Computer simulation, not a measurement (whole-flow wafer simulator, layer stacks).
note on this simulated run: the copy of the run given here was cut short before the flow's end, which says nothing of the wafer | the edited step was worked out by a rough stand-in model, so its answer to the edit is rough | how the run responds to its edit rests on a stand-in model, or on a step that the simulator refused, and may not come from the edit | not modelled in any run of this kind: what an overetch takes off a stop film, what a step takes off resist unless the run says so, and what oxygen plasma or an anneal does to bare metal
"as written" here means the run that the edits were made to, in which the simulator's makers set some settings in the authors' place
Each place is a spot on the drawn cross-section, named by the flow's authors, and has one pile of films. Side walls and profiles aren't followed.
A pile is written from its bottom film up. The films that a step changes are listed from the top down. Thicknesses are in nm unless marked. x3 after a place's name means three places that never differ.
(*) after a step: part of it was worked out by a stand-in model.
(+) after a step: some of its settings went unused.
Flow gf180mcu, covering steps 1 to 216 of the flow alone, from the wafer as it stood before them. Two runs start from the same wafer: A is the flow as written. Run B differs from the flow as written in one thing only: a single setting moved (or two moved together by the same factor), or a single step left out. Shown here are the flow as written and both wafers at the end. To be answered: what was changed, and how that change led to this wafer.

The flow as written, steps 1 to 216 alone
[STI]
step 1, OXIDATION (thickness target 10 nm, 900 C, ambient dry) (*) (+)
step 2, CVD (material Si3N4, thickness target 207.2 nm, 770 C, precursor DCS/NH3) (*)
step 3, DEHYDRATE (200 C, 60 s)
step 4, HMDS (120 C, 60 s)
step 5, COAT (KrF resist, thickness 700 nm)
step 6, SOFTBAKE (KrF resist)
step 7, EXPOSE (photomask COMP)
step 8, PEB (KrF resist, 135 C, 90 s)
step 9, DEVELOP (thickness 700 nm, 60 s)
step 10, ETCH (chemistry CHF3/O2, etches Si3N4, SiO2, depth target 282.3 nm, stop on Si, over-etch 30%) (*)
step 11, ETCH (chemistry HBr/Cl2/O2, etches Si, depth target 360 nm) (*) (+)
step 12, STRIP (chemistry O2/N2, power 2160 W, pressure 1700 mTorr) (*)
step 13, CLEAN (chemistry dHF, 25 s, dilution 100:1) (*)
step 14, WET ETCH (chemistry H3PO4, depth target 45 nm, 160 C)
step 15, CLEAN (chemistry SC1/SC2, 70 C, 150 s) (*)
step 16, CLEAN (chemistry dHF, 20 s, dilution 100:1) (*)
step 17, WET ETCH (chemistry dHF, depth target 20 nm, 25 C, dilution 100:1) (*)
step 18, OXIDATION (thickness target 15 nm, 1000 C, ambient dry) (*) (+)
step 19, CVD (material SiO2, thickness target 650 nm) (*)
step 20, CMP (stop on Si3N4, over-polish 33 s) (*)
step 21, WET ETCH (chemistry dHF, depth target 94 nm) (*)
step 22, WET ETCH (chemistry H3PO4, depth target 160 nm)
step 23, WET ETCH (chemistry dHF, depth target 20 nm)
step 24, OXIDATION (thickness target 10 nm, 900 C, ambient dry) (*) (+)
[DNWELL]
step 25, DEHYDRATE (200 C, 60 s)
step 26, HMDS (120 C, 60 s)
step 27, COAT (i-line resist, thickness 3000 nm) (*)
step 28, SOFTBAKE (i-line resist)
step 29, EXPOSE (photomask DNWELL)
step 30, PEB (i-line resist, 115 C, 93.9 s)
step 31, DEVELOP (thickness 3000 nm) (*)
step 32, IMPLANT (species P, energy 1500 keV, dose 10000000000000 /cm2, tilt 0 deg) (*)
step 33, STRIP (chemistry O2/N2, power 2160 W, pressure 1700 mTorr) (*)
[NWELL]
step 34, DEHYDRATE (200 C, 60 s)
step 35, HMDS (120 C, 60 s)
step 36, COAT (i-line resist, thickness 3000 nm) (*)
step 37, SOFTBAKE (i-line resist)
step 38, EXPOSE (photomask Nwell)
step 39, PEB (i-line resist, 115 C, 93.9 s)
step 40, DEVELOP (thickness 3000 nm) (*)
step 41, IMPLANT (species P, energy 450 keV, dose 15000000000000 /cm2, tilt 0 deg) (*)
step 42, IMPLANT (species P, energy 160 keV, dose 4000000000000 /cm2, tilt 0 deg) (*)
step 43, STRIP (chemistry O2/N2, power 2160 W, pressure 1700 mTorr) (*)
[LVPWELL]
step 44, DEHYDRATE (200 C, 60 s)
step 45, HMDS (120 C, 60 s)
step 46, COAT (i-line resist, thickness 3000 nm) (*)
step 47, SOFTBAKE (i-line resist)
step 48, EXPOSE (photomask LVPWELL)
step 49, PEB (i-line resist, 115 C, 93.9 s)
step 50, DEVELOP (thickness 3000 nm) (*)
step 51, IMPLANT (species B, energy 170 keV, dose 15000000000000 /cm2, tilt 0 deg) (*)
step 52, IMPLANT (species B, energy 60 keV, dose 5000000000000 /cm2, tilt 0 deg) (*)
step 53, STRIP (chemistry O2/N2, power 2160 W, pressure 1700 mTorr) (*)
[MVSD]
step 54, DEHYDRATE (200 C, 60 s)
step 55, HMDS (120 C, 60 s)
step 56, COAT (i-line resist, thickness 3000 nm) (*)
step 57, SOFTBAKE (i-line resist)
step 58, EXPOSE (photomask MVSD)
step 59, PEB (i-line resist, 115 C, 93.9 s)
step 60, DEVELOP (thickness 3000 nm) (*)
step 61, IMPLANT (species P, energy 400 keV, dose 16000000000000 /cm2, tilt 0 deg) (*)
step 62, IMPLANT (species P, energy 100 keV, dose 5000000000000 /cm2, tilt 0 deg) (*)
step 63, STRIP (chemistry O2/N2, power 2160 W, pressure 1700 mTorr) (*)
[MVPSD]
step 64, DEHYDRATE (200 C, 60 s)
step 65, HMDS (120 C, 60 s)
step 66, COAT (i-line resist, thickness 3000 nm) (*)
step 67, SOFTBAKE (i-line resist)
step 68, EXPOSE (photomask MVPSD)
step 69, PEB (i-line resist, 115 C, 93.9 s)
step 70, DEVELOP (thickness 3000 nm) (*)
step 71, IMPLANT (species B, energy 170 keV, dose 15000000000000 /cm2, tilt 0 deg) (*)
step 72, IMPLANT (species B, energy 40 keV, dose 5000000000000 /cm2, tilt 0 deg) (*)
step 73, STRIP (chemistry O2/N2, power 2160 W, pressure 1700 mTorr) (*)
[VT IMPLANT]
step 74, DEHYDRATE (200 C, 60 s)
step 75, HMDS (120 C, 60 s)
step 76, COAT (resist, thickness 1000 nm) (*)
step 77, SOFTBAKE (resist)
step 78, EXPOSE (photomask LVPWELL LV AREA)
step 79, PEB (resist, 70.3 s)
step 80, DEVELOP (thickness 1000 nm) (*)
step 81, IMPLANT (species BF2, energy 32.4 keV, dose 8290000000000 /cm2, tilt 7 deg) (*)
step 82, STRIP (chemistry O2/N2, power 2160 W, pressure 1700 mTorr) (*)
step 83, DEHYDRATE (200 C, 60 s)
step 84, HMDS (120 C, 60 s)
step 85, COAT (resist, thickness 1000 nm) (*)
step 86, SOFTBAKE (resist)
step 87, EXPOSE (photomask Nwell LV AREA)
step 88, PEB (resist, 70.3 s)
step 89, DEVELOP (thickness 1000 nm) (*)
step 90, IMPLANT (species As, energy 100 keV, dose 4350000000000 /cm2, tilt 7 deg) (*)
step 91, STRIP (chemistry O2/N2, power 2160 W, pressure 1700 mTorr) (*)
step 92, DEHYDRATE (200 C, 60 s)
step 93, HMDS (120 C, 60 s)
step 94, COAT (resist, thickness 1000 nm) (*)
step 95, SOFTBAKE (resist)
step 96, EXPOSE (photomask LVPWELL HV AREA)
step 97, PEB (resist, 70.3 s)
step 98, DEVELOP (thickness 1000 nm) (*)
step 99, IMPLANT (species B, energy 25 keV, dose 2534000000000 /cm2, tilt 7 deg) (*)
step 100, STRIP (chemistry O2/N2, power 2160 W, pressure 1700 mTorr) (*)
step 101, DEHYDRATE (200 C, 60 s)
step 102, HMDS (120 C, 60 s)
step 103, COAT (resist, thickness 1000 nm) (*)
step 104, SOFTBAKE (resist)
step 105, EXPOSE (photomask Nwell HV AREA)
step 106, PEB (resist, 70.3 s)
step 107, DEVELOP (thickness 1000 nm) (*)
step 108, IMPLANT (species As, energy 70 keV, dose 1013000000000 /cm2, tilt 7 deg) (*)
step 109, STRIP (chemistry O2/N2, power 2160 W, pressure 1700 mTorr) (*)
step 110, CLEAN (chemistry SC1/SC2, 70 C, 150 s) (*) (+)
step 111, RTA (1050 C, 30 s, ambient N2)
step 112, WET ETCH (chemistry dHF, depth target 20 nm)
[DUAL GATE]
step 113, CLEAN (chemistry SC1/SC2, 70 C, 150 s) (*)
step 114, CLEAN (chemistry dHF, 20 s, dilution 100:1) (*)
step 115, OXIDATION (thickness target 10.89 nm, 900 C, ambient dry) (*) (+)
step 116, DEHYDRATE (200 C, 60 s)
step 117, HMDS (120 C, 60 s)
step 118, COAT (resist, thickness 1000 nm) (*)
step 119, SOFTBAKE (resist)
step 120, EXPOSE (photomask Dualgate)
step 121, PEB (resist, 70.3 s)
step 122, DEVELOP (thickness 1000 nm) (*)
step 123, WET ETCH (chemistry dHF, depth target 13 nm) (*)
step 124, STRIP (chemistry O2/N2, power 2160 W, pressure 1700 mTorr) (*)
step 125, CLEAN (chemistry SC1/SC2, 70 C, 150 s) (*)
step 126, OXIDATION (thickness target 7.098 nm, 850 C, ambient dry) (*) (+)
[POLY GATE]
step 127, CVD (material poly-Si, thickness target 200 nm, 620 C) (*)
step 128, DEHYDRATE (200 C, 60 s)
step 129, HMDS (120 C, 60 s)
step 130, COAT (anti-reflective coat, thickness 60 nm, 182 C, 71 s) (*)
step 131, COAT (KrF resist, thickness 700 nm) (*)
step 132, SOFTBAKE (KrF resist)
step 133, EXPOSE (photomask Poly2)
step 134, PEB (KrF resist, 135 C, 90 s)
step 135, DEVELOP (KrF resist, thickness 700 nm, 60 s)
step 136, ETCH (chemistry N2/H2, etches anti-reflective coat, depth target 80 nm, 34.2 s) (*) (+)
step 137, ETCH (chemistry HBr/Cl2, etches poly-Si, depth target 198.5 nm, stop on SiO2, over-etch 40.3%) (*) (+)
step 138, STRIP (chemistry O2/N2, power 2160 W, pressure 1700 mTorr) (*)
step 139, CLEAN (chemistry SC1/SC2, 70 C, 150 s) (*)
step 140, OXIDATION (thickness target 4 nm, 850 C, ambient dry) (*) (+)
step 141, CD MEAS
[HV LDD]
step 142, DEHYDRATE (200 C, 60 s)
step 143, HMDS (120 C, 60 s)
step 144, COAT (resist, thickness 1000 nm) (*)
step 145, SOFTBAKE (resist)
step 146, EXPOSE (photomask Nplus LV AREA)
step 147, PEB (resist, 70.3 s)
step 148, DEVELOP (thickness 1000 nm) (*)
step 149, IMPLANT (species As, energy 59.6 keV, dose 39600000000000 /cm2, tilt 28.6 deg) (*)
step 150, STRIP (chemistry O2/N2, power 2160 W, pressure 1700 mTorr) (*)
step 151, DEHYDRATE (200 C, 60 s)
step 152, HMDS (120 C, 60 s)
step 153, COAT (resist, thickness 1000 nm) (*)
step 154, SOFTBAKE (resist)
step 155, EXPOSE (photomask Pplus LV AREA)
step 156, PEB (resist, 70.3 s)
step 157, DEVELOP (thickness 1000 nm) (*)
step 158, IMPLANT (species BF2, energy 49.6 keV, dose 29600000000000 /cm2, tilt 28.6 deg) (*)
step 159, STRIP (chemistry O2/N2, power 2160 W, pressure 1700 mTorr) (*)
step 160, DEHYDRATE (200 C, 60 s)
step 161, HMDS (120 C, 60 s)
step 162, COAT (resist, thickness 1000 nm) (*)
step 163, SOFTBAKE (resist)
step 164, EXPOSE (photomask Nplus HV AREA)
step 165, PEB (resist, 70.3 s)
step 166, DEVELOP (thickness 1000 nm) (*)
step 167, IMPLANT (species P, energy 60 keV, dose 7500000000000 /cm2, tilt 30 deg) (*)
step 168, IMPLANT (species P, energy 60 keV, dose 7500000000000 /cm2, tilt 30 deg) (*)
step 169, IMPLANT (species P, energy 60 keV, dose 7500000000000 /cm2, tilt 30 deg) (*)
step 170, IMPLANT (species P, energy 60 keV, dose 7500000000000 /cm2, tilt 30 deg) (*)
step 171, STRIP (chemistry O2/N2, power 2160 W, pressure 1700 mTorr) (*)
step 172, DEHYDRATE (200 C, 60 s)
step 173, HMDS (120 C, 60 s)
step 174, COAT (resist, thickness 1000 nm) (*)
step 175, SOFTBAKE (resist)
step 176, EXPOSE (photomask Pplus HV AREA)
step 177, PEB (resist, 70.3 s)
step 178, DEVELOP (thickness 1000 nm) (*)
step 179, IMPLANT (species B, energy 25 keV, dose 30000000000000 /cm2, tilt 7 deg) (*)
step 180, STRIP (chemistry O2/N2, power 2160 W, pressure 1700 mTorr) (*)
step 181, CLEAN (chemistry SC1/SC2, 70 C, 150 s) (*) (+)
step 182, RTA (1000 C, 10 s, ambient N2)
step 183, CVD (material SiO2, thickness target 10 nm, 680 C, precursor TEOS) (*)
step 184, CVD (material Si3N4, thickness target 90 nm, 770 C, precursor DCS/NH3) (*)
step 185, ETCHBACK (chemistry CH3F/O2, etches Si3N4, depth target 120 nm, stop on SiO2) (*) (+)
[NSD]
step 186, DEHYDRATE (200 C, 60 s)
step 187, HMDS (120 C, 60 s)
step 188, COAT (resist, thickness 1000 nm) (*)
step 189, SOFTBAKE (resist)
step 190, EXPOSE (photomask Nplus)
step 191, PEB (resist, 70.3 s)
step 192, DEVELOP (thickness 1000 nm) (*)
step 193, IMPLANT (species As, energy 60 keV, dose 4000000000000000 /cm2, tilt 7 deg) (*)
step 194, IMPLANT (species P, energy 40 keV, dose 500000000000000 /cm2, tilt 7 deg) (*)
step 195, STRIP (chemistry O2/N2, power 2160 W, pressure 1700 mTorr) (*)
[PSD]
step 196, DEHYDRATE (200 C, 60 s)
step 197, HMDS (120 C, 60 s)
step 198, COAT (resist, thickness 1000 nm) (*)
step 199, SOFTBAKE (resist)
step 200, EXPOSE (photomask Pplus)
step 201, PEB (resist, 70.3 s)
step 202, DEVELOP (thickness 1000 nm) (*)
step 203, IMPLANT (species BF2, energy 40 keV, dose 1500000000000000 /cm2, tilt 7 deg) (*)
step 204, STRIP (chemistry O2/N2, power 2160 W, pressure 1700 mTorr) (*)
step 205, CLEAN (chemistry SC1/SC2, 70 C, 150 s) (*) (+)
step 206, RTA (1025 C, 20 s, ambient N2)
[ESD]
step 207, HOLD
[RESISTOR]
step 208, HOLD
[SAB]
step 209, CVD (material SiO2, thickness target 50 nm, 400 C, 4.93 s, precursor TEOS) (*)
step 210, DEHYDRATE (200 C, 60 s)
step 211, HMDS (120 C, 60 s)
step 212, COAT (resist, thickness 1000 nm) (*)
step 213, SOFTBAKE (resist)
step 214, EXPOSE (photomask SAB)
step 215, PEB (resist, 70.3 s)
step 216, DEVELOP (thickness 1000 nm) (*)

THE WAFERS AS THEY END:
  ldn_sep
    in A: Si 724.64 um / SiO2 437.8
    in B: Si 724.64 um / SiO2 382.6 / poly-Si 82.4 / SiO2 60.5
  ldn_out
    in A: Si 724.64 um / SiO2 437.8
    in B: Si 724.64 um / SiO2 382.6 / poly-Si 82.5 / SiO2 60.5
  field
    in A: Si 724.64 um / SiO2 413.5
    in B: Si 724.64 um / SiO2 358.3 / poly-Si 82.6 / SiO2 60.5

What caused this: step 137, ETCH: depth target 81.4 nm was run, whereas the flow has depth target 198.5 nm.

The path from the change to this, step by step:
  step 137, ETCH (chemistry HBr/Cl2, etches poly-Si, depth target 198.5 nm, stop on SiO2, over-etch 40.3%) (*) (+)
      field__w3, field__w12, field_sub and 14 more: A -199 poly-Si (all of it), -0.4 SiO2 | B -114.2 poly-Si
      field__w6, sti, m1 and 11 more: A -198.8 poly-Si (all of it), -0.4 SiO2 | B -114.2 poly-Si
      (and at 61 other places as well)
  step 138, STRIP (chemistry O2/N2, power 2160 W, pressure 1700 mTorr) (*)
      field, field__w1, field__w2 and 61 more: A nothing | B +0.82 chemical SiO2 (new film), -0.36 poly-Si
      gate: A +0.68 chemical SiO2 (new film), -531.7 KrF resist (all of it), -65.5 anti-reflective coat (all of it), -0.3 poly-Si | B +0.67 chemical SiO2 (new film), -586.4 KrF resist (all of it), -65.5 anti-reflective coat (all of it), -0.29 poly-Si
      (and at 27 other places as well)
  step 139, CLEAN (chemistry SC1/SC2, 70 C, 150 s) (*)
      field, field__w1, field__w2 and 34 more: A -0.68 SiO2 | B -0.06 chemical SiO2, -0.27 poly-Si
  step 140, OXIDATION (thickness target 4 nm, 850 C, ambient dry) (*) (+)
      field, field__w1, field__w2 and 21 more: A +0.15 SiO2, -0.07 Si | B +4 SiO2 (new film), -0.76 chemical SiO2 (all of it), -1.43 poly-Si
      active_hv, active_nat, ld_sd_n and 11 more: A +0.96 SiO2, -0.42 Si | B +4 SiO2 (new film), -0.76 chemical SiO2 (all of it), -1.43 poly-Si
      (and at 26 other places as well)
  step 144, COAT (resist, thickness 1000 nm) (*)
      field_sub__w4: A +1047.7 resist (new film) | B +1022 resist (new film)
      gate: A +837.3 resist (new film) | B +910.8 resist (new film)
      (and at 33 other places as well)
  step 145, SOFTBAKE (resist)
      nw_enc_fld_lv__w3: A +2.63 resist | B -0.14 resist
      ldn_src: A -0.68 resist | B nothing
      (and at 71 other places as well)
  step 147, PEB (resist, 70.3 s)
      ld_body_p_dnw, ldn_ch, ldp_ch, ldp_acc: A -13 resist | B -14.3 resist
      polyc_n, polyc_n_rim, polyc_p, polyc_p_rim: A -12.2 resist | B -13.7 resist
      (and at 26 other places as well)
  step 148, DEVELOP (thickness 1000 nm) (*)
      gate: A -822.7 resist (all of it) | B -896 resist (all of it)
      npoly_u: A -821.5 resist (all of it) | B -892.2 resist (all of it)
      (and at 3 other places as well)
  step 150, STRIP (chemistry O2/N2, power 2160 W, pressure 1700 mTorr) (*)
      field_sub: A -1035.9 resist (all of it) | B -1014.6 resist (all of it)
      field_sub__w3: A -1023.7 resist (all of it) | B -1001.8 resist (all of it)
      (and at 32 other places as well)
  step 153, COAT (resist, thickness 1000 nm) (*)
      field_sub__w4: A +1047.7 resist (new film) | B +1022 resist (new film)
      gate: A +837.3 resist (new film) | B +910.8 resist (new film)
      (and at 33 other places as well)
  step 154, SOFTBAKE (resist)
      nw_enc_fld_lv__w3: A +2.63 resist | B -0.14 resist
      ldn_src: A -0.68 resist | B nothing
      (and at 71 other places as well)
  step 156, PEB (resist, 70.3 s)
      ld_body_p_dnw, ldn_ch, ldp_ch, ldp_acc: A -13 resist | B -14.3 resist
      polyc_n, polyc_n_rim, polyc_p, polyc_p_rim: A -12.2 resist | B -13.7 resist
      (and at 26 other places as well)
  step 157, DEVELOP (thickness 1000 nm) (*)
      gate_p: A -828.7 resist (all of it) | B -899.5 resist (all of it)
      ppoly_u: A -827 resist (all of it) | B -895.2 resist (all of it)
      (and at 4 other places as well)
  step 159, STRIP (chemistry O2/N2, power 2160 W, pressure 1700 mTorr) (*)
      field_sub: A -1035.9 resist (all of it) | B -1014.6 resist (all of it)
      field_sub__w3: A -1023.7 resist (all of it) | B -1001.8 resist (all of it)
      (and at 31 other places as well)
  step 162, COAT (resist, thickness 1000 nm) (*)
      field_sub__w4: A +1047.7 resist (new film) | B +1022 resist (new film)
      gate: A +837.3 resist (new film) | B +910.8 resist (new film)
      (and at 33 other places as well)
  step 163, SOFTBAKE (resist)
      nw_enc_fld_lv__w3: A +2.63 resist | B -0.14 resist
      ldn_src: A -0.68 resist | B nothing
      (and at 71 other places as well)
  ... another 22 steps ...
  step 216, DEVELOP (thickness 1000 nm) (*)
      field__w3, field__w12: A -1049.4 resist (all of it) | B -1022.5 resist (all of it)
      field__w2: A -1035.2 resist (all of it) | B -1008 resist (all of it)
      (and at 47 other places as well)
